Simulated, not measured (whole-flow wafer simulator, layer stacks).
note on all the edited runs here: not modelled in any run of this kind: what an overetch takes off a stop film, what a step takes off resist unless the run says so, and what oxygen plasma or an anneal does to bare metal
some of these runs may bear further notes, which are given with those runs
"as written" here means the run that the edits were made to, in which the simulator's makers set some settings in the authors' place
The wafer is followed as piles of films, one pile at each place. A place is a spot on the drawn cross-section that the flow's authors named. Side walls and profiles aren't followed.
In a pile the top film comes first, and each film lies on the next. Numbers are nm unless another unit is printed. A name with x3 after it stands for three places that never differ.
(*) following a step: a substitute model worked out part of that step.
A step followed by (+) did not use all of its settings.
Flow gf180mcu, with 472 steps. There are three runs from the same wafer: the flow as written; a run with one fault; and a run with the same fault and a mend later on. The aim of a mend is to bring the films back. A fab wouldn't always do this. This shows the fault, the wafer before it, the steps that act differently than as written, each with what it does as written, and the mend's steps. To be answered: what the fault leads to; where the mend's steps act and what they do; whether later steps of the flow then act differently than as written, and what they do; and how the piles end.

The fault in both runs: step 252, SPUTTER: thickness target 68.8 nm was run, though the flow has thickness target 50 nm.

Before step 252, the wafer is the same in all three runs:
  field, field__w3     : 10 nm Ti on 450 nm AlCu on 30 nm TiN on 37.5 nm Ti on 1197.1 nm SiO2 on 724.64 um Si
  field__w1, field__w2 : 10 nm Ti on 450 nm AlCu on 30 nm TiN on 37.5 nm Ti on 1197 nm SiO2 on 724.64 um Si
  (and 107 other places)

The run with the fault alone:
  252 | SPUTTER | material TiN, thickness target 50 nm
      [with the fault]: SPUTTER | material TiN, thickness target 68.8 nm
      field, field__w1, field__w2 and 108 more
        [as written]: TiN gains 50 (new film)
        [with the fault]: TiN gains 68.8 (new film)
  Later steps of the flow acting differently than as written (3 more steps, not shown, differ only slightly: by at most 2% or 0.5 nm, whichever is larger):
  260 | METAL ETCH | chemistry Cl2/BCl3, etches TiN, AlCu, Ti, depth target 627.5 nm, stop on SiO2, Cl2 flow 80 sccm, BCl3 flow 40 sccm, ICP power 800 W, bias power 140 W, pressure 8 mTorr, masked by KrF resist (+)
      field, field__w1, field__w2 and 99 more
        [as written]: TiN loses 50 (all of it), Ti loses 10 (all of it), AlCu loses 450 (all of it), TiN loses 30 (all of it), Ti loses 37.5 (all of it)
        [with the fault]: TiN loses 68.8 (all of it), Ti loses 10 (all of it), AlCu loses 450 (all of it), TiN loses 30 (all of it), Ti loses 37.5 (all of it)
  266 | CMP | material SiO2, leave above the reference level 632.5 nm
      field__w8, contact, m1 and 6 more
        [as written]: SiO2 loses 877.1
        [with the fault]: SiO2 loses 895.9
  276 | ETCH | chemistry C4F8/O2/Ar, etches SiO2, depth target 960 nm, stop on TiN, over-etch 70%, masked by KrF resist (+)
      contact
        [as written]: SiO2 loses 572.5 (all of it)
        [with the fault]: SiO2 loses 553.7 (all of it)
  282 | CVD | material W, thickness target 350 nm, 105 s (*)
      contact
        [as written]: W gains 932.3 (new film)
        [with the fault]: W gains 913.3 (new film)
  At field__w8, contact, m1 and 6 more, the piles at the end differ from the flow's by more than 2% or 0.5 nm, whichever is larger.
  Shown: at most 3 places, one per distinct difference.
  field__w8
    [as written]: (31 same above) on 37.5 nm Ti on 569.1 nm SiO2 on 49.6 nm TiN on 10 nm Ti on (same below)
    [with the fault]: (31 same above) on 37.5 nm Ti on 550.3 nm SiO2 on 68.4 nm TiN on 10 nm Ti on (same below)
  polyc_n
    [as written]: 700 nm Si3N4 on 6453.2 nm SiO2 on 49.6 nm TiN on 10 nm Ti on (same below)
    [with the fault]: 700 nm Si3N4 on 6434.4 nm SiO2 on 68.4 nm TiN on 10 nm Ti on (same below)
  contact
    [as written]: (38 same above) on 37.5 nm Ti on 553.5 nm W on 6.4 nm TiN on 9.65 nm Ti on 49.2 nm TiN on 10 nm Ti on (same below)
    [with the fault]: (38 same above) on 37.5 nm Ti on 534.5 nm W on 6.47 nm TiN on 9.76 nm Ti on 68 nm TiN on 10 nm Ti on (same below)

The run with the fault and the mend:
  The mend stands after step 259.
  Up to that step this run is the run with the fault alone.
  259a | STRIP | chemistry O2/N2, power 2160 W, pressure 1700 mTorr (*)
      field__w8, contact, m1 and 6 more
        KrF resist loses 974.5 (all of it)
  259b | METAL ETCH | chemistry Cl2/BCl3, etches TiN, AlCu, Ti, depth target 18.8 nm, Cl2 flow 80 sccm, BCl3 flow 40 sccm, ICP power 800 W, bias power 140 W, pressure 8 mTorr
      field, field__w1, field__w2 and 108 more
        TiN loses 18.8
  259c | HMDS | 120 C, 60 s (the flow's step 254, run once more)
      does not change any film at any place that is followed
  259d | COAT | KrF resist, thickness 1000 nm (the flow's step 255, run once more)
      field, field__w1, field__w2 and 108 more
        KrF resist gains 1000 (new film)
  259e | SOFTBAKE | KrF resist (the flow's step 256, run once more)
      does not change any film at any place that is followed
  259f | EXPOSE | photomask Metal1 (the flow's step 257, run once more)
      does not change any film at any place that is followed
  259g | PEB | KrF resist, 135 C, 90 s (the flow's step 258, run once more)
      field, field__w1, field__w2 and 108 more
        KrF resist loses 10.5
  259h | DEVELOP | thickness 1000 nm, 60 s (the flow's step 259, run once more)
      field, field__w1, field__w2 and 99 more
        KrF resist loses 989.5 (all of it)
      field__w8, contact, m1 and 6 more
        KrF resist loses 14.9
  None of the later steps of the flow acts differently than as written at any place that is followed.
  The piles end the same as the flow's at every place that both follow.
